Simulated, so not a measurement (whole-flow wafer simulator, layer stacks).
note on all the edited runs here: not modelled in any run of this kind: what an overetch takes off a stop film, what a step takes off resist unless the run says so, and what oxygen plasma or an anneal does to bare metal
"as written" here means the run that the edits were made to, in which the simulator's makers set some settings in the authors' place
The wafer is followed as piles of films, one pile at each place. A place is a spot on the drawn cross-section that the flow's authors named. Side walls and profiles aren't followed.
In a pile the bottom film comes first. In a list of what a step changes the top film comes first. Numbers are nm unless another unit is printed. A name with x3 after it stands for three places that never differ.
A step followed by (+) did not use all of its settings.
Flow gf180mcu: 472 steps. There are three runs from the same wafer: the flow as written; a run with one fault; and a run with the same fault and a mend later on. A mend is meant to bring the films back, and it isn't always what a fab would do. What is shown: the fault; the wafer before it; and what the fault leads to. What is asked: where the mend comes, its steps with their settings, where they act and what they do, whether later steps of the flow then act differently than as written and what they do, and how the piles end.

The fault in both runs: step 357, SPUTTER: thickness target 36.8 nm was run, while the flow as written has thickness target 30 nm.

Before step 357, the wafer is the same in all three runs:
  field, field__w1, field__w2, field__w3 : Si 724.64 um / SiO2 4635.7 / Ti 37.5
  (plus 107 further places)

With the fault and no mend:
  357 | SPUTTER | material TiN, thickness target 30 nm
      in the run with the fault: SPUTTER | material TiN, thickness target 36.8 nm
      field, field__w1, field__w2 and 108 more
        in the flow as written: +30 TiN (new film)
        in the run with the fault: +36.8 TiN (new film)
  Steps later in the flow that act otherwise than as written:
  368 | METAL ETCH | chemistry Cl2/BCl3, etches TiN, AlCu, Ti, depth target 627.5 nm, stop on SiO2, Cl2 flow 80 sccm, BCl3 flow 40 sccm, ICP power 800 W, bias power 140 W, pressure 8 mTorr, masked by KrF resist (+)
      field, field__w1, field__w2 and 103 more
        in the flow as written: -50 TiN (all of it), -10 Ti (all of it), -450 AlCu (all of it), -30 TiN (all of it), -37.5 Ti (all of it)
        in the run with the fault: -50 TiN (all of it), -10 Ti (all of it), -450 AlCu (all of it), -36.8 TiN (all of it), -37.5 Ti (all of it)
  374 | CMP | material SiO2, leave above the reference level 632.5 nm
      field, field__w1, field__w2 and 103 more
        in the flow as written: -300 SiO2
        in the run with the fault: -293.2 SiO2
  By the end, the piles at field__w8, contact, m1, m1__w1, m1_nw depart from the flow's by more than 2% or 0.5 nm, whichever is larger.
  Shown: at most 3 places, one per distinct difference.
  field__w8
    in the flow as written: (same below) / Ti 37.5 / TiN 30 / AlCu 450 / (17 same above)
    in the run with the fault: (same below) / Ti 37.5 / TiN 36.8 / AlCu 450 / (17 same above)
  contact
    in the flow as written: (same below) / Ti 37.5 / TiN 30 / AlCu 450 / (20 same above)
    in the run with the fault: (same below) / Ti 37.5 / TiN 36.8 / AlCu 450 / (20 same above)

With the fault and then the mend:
  The mend follows step 357.
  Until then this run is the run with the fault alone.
  357a | METAL ETCH | chemistry Cl2/BCl3, etches TiN, AlCu, Ti, depth target 6.8 nm, Cl2 flow 80 sccm, BCl3 flow 40 sccm, ICP power 800 W, bias power 140 W, pressure 8 mTorr (the flow's step 260, run once more with other settings)
      field, field__w1, field__w2 and 108 more
        -6.8 TiN
  None of the later steps of the flow acts differently than as written at any place that is followed.
  By the end, the piles equal the flow's at every place that both follow.
